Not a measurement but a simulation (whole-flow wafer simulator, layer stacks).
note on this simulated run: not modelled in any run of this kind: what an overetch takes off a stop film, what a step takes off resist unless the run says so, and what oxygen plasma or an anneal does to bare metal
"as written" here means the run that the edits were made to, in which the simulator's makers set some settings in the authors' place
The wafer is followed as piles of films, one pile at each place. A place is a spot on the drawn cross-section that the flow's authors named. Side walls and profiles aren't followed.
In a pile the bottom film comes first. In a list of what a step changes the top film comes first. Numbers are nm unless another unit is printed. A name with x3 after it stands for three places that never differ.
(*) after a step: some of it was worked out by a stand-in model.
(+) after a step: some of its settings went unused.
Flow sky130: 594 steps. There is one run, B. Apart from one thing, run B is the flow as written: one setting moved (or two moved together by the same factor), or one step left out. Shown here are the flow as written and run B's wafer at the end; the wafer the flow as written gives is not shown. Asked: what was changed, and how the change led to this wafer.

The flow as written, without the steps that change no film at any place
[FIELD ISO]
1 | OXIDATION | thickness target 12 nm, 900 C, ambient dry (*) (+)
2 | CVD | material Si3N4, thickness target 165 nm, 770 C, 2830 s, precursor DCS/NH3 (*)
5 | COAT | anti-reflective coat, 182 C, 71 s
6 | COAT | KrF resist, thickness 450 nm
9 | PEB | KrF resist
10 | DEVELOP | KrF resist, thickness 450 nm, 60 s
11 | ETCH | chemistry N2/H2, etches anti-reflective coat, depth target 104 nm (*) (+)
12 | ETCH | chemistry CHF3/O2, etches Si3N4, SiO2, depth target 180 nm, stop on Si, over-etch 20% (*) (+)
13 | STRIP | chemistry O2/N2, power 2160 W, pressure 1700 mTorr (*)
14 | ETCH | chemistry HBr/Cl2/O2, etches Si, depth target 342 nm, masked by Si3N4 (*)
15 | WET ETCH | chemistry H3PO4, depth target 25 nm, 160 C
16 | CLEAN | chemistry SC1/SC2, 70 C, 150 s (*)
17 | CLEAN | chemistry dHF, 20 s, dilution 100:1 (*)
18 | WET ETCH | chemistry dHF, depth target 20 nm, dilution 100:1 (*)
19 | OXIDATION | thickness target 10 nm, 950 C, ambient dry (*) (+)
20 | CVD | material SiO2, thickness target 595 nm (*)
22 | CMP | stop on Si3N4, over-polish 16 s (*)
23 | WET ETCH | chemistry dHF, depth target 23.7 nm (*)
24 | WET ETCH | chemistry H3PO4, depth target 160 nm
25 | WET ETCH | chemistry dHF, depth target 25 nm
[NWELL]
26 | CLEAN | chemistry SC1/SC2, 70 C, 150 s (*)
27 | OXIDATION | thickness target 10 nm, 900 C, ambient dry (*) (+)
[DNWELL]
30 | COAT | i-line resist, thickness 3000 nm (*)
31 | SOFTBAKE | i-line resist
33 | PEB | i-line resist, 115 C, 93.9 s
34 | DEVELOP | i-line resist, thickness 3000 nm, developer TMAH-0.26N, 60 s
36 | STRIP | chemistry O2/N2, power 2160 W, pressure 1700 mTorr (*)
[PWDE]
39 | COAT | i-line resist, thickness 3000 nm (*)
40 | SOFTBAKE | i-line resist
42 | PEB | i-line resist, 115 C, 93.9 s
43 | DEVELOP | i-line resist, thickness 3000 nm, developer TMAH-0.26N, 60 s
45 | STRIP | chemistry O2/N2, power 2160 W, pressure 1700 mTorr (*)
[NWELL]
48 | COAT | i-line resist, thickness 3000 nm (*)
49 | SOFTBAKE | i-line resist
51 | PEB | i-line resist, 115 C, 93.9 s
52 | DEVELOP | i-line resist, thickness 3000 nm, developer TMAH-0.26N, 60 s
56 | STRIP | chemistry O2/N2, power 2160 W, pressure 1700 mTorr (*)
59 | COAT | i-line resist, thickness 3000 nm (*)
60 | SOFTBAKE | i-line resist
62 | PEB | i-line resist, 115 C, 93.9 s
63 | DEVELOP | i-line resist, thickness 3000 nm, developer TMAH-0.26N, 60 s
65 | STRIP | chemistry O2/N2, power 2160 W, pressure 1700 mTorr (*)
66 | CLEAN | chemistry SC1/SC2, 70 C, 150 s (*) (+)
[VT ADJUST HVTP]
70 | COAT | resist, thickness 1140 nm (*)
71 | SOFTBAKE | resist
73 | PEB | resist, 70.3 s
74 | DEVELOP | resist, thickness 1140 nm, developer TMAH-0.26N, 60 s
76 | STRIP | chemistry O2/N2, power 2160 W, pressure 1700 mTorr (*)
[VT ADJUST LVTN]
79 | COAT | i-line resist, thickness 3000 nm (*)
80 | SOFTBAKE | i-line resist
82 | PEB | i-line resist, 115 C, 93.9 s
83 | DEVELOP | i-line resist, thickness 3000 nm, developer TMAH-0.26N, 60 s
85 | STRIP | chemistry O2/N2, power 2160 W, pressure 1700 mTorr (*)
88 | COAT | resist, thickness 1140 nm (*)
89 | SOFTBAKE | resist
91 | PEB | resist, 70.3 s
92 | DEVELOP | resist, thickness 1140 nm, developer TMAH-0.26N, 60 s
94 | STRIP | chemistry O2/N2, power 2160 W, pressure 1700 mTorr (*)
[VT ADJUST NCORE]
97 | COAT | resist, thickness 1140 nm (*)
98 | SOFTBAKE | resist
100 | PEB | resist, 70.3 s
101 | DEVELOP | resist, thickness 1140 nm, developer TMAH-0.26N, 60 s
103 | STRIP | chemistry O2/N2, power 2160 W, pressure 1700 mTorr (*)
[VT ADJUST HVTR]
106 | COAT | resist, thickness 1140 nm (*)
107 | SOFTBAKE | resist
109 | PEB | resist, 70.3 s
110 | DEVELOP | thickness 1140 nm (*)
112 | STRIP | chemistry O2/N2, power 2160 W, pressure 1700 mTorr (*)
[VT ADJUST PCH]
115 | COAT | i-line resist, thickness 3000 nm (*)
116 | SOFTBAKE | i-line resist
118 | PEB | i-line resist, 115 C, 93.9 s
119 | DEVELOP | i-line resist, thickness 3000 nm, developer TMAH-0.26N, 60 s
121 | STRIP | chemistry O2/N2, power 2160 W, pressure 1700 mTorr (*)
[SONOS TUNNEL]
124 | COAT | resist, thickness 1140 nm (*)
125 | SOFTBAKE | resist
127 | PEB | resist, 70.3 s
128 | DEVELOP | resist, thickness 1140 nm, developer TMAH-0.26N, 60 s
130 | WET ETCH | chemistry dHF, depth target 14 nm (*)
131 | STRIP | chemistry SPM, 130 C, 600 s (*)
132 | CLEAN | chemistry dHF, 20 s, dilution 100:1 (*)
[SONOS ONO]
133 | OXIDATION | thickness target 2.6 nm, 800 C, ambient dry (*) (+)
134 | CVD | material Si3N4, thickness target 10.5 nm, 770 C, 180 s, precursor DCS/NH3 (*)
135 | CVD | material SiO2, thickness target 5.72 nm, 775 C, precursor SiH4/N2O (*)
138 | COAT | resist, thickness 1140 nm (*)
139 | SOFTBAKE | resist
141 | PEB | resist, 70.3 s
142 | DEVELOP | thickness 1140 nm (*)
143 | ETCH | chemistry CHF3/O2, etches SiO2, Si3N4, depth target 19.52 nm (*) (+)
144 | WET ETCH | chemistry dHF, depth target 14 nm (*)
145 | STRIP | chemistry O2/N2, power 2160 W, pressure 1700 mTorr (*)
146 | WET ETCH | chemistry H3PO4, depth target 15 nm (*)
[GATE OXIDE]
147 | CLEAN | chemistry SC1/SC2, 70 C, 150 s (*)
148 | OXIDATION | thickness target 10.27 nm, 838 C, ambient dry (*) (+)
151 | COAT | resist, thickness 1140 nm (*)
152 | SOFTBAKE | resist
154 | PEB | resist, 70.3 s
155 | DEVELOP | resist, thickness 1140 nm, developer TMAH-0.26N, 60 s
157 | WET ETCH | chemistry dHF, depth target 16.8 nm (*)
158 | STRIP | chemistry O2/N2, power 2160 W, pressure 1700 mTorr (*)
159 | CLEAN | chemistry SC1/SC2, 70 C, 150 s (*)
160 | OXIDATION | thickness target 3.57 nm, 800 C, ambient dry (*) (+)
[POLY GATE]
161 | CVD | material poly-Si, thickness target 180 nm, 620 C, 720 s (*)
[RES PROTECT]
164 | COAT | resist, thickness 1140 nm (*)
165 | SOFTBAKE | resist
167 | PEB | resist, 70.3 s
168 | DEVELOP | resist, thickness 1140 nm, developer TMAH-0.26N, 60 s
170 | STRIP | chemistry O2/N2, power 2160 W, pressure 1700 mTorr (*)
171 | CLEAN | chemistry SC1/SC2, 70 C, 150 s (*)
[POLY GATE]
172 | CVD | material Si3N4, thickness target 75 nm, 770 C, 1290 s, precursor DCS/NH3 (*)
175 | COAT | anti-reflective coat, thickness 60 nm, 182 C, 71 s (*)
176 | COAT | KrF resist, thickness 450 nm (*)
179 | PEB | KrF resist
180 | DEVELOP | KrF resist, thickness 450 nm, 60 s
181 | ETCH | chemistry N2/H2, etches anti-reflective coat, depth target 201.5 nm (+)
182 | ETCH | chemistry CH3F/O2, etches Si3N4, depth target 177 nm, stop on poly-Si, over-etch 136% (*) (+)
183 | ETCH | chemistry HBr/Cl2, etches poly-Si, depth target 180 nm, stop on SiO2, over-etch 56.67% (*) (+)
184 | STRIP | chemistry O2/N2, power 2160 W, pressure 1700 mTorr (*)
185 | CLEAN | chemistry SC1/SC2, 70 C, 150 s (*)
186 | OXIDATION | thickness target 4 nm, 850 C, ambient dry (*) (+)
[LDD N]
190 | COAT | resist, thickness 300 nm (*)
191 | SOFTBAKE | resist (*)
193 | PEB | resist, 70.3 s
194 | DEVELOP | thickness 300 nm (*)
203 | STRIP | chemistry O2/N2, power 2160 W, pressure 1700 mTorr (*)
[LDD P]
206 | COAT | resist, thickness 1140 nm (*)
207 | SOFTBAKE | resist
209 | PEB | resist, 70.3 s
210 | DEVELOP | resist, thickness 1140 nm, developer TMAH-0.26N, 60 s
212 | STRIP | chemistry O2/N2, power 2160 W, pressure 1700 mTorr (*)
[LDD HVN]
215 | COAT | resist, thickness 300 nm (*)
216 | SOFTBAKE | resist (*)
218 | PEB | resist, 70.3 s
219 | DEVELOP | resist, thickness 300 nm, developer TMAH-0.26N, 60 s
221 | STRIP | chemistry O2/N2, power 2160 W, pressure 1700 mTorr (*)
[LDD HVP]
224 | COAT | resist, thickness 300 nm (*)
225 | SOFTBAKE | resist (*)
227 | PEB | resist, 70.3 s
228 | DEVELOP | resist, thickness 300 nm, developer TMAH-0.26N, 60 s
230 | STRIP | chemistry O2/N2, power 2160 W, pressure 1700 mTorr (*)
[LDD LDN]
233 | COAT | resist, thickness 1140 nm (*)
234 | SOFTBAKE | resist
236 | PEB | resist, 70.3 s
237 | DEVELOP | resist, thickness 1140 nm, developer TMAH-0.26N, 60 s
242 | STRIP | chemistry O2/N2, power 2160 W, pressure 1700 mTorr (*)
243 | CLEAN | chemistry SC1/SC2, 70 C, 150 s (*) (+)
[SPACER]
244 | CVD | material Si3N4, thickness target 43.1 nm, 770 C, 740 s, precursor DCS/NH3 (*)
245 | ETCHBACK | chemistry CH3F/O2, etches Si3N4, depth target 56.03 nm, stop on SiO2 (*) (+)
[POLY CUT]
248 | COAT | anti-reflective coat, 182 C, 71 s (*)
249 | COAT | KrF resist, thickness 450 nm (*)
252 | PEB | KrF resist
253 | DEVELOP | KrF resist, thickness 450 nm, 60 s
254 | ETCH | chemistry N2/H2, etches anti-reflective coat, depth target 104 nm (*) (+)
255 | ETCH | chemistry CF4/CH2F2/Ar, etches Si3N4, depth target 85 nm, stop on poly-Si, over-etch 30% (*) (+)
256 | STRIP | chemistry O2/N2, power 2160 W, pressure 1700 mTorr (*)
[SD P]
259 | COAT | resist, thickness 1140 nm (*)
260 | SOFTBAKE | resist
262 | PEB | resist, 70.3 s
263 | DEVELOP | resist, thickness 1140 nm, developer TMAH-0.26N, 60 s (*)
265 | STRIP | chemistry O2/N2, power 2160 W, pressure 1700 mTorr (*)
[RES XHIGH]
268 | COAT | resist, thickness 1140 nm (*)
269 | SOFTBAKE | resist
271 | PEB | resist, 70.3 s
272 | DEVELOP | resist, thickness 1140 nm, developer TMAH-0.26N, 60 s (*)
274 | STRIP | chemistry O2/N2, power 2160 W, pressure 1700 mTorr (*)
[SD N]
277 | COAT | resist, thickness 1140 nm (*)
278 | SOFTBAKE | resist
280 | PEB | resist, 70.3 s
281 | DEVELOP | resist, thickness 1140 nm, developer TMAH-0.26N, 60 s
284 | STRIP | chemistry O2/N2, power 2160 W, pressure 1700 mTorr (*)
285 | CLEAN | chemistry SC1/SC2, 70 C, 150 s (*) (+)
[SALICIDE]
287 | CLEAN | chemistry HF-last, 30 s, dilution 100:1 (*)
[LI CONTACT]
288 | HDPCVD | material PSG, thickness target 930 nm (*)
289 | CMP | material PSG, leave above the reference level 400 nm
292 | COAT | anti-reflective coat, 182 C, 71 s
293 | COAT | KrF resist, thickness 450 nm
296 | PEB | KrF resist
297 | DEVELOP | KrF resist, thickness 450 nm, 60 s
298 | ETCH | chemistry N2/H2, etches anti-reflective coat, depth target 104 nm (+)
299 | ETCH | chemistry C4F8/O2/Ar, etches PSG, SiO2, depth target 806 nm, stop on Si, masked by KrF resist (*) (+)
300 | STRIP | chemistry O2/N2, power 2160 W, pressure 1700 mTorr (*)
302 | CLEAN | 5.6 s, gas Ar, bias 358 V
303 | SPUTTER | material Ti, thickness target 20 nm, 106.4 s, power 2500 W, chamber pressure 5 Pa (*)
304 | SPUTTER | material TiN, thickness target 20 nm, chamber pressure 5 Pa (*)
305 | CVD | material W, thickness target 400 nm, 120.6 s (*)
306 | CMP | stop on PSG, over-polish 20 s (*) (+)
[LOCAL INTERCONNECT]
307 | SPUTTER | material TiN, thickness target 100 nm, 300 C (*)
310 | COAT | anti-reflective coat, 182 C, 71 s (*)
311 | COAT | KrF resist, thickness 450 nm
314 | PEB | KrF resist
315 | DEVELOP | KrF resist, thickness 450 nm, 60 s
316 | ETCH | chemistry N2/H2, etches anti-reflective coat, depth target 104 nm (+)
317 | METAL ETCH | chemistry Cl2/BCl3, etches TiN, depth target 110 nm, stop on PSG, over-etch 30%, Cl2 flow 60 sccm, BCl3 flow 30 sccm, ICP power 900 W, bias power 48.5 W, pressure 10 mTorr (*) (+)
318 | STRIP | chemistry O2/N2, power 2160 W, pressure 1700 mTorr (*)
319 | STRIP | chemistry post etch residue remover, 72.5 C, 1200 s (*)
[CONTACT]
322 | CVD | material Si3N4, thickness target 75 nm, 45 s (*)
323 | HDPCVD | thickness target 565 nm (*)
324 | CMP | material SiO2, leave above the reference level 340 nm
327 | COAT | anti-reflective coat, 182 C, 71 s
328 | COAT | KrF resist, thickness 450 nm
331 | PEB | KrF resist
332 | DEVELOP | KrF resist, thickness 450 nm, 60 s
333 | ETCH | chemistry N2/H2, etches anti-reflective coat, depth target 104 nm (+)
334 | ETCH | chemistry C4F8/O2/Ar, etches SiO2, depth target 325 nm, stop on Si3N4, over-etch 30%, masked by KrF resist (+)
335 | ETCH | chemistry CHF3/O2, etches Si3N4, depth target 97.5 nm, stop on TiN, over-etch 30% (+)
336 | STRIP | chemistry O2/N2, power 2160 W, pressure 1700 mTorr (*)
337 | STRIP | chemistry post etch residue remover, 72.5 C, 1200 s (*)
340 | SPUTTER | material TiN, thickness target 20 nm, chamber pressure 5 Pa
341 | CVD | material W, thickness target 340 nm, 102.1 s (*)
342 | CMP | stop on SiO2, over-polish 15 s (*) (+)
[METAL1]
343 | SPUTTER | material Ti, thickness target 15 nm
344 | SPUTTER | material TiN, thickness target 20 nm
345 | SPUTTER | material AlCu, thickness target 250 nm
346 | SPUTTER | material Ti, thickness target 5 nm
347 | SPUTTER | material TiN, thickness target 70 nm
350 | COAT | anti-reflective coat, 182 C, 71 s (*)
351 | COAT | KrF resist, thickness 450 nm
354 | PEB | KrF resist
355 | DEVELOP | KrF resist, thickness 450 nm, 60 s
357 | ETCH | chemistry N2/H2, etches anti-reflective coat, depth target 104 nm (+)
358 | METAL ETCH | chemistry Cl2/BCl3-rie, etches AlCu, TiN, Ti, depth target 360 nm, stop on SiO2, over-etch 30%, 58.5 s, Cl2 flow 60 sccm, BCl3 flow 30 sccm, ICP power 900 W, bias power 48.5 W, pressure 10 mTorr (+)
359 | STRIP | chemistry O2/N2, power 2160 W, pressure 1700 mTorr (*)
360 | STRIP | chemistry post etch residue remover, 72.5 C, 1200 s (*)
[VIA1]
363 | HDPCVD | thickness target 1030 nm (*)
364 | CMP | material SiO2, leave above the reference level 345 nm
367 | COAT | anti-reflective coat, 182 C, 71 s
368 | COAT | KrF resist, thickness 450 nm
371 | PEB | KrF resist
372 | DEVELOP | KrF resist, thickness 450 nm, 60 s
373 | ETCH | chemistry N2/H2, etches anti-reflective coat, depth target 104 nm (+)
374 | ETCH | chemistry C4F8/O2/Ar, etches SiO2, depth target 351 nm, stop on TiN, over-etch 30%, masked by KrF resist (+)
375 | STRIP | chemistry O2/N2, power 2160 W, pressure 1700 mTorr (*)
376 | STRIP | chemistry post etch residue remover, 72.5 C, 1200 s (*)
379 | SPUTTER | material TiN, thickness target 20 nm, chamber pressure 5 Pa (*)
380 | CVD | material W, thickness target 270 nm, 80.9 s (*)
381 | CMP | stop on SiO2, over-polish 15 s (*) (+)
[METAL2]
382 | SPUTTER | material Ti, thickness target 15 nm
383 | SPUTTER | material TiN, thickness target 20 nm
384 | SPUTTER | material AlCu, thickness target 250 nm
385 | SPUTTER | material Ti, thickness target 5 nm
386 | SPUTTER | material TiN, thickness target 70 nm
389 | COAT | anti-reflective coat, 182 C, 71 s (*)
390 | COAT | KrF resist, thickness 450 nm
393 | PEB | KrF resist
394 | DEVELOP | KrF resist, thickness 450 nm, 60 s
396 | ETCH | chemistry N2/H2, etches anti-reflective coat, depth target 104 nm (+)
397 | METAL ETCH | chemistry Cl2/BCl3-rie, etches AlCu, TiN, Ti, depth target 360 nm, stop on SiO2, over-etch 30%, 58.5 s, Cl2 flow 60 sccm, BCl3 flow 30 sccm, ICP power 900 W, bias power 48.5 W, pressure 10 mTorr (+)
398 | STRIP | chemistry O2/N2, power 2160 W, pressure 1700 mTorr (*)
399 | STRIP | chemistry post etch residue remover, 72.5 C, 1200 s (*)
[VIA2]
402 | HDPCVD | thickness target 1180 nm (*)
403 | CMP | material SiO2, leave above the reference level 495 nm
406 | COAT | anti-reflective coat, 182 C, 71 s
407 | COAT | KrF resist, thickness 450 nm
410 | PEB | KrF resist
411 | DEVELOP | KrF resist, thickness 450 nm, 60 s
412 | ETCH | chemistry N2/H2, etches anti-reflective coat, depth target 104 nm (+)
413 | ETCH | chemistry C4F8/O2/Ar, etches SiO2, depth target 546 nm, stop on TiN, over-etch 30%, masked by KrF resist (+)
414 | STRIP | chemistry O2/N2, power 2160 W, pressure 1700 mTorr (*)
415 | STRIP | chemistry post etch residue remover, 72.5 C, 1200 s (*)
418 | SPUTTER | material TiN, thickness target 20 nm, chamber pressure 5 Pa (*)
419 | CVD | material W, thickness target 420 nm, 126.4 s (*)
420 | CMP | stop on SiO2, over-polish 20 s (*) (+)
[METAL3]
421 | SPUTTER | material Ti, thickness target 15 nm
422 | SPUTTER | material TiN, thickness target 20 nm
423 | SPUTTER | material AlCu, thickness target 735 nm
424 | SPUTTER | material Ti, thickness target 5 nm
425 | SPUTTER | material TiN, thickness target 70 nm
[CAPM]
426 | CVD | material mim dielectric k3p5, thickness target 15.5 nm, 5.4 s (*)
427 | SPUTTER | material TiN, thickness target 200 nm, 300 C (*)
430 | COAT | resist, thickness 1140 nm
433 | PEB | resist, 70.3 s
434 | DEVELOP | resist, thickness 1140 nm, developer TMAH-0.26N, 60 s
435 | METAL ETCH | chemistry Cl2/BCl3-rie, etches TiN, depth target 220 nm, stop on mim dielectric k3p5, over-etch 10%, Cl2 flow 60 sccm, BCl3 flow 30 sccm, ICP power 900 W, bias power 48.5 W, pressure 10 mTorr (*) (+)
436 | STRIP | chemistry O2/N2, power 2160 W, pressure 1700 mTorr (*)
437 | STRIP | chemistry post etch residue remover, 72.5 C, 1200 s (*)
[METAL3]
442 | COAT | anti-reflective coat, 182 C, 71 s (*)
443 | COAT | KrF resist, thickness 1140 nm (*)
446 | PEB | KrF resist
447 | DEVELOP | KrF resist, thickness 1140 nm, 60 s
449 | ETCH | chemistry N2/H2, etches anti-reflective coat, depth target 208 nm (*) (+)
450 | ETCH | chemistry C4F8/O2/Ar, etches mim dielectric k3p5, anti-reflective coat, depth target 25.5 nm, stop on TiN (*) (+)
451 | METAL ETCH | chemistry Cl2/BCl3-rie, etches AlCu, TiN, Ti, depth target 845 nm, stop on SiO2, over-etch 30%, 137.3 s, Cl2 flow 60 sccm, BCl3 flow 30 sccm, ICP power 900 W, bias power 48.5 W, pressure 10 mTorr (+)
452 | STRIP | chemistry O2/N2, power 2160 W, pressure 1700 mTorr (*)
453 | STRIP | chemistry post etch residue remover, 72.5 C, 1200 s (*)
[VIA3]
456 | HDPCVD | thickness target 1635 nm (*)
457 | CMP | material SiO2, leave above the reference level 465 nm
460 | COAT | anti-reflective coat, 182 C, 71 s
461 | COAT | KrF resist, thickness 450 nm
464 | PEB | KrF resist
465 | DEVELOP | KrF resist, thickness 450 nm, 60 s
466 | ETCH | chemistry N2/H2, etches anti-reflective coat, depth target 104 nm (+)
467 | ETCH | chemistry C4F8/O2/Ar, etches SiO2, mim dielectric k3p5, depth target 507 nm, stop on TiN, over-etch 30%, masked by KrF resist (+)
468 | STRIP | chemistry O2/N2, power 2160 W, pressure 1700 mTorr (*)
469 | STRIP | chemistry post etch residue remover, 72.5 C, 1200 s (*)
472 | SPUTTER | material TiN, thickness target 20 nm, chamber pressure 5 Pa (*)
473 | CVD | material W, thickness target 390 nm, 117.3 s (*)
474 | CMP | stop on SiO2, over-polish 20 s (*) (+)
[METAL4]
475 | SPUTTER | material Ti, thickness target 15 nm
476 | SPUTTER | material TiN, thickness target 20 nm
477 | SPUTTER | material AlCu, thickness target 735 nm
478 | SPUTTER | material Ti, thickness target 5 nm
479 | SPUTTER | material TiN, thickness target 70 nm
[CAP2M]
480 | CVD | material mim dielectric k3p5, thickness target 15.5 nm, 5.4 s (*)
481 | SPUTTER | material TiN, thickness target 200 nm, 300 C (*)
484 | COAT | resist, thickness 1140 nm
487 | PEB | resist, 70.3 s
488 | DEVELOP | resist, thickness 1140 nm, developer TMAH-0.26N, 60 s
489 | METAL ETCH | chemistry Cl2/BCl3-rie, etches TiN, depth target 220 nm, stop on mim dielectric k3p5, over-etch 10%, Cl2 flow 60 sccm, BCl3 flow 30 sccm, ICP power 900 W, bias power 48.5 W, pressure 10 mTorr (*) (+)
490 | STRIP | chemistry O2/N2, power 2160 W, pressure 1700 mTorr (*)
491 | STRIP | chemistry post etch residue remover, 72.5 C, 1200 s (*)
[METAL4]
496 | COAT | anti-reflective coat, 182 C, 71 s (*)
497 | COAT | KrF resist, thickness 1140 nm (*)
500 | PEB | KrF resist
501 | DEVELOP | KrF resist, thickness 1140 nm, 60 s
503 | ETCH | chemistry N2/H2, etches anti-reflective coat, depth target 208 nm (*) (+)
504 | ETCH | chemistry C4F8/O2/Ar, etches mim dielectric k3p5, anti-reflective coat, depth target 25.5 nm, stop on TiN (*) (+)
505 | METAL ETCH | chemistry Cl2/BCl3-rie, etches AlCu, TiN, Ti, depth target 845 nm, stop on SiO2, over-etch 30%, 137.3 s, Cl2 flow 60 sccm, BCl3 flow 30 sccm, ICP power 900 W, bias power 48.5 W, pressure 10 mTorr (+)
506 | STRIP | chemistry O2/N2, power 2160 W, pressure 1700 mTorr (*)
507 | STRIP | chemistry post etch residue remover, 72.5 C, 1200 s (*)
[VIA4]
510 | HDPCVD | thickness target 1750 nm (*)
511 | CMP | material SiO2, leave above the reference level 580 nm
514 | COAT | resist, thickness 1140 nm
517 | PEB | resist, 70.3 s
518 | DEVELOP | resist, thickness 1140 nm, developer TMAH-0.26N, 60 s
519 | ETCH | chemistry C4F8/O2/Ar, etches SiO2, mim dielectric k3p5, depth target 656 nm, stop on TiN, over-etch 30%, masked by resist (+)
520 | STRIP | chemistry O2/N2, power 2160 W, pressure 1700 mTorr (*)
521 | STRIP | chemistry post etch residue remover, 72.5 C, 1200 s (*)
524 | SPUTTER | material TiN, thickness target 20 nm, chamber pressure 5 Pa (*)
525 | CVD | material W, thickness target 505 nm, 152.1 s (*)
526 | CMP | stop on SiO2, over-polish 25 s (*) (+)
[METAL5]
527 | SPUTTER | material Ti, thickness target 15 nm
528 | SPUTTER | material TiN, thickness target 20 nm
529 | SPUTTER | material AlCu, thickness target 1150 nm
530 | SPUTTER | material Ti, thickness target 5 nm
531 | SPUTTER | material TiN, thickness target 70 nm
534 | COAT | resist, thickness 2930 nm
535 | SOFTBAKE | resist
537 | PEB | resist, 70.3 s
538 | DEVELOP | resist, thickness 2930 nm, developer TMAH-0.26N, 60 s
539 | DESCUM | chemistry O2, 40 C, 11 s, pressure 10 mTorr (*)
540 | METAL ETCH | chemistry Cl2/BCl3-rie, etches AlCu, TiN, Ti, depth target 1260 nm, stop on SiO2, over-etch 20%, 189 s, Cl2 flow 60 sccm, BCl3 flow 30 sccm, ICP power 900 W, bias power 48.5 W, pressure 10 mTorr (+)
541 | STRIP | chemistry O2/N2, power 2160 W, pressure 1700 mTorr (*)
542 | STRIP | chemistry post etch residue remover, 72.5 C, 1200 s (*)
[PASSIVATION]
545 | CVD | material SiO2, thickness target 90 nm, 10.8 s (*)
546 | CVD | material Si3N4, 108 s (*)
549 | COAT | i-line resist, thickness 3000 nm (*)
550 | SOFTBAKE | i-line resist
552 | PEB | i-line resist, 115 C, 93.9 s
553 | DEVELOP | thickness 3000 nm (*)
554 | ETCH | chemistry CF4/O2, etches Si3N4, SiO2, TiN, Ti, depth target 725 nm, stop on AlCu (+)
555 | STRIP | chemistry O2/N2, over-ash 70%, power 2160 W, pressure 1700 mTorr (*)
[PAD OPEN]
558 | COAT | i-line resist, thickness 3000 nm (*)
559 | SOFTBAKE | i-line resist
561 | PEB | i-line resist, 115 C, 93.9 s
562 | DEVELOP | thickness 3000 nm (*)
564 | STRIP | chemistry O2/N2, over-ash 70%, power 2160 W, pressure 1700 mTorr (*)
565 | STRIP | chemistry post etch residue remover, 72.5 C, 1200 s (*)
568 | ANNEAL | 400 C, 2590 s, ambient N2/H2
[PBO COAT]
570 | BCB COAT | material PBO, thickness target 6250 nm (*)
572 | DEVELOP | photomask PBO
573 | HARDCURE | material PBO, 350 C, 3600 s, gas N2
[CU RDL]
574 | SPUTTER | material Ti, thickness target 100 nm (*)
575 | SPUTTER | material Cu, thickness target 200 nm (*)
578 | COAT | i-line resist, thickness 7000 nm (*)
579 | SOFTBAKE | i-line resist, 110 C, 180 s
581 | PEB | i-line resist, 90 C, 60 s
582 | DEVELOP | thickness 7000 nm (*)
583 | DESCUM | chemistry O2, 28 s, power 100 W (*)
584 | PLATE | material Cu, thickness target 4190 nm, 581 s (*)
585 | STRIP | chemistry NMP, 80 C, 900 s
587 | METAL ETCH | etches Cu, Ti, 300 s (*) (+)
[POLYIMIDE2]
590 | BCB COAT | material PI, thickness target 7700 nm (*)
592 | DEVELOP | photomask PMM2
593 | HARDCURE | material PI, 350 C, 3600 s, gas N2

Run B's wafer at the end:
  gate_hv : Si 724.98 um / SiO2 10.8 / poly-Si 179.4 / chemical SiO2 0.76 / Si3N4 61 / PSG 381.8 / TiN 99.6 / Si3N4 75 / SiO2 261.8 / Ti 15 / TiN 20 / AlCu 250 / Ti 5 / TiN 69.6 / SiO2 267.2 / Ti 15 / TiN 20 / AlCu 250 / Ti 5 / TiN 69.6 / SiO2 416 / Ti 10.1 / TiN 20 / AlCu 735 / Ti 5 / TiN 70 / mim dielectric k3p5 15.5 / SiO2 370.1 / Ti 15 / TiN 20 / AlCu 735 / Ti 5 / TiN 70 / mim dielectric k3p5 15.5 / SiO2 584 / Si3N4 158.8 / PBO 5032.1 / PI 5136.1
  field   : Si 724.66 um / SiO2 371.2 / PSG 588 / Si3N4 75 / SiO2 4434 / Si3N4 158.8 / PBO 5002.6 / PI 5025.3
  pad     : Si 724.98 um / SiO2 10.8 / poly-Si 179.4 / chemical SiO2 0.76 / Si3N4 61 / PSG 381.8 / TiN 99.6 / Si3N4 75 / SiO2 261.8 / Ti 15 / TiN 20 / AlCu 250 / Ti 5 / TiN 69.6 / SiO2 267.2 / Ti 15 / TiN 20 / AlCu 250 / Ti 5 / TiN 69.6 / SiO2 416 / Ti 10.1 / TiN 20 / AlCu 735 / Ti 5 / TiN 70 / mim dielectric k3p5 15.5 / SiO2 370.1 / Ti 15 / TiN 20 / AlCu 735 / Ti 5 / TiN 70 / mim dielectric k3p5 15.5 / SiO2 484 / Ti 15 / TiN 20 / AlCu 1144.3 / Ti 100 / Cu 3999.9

Cause: step 421, SPUTTER: thickness target 10.1 nm was run, though the flow has thickness target 15 nm.
One can read it off the wafer: gate_hv has Ti 10.1, and step 421 as written asks for 15 nm.

Step by step, how the change led to this:
  421 | SPUTTER | material Ti, thickness target 15 nm
      field, active, n_well and 188 more: +10.1 Ti (new film) (it would be, as written: +15 Ti (new film))
  451 | METAL ETCH | chemistry Cl2/BCl3-rie, etches AlCu, TiN, Ti, depth target 845 nm, stop on SiO2, over-etch 30%, 137.3 s, Cl2 flow 60 sccm, BCl3 flow 30 sccm, ICP power 900 W, bias power 48.5 W, pressure 10 mTorr (+)
      field, gate, spacer and 68 more: -70 TiN (all of it), -5 Ti (all of it), -735 AlCu (all of it), -20 TiN (all of it), -10.1 Ti (all of it), -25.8 SiO2 (it would be, as written: -70 TiN (all of it), -5 Ti (all of it), -735 AlCu (all of it), -20 TiN (all of it), -15 Ti (all of it), -25.4 SiO2)
      active, vpp_ln, vpp_iso2 and 11 more: -70 TiN (all of it), -5 Ti (all of it), -735 AlCu (all of it), -20 TiN (all of it), -10.1 Ti (all of it), -25.8 SiO2 (it would be, as written: -70 TiN (all of it), -5 Ti (all of it), -735 AlCu (all of it), -20 TiN (all of it), -15 Ti (all of it), -25.3 SiO2)
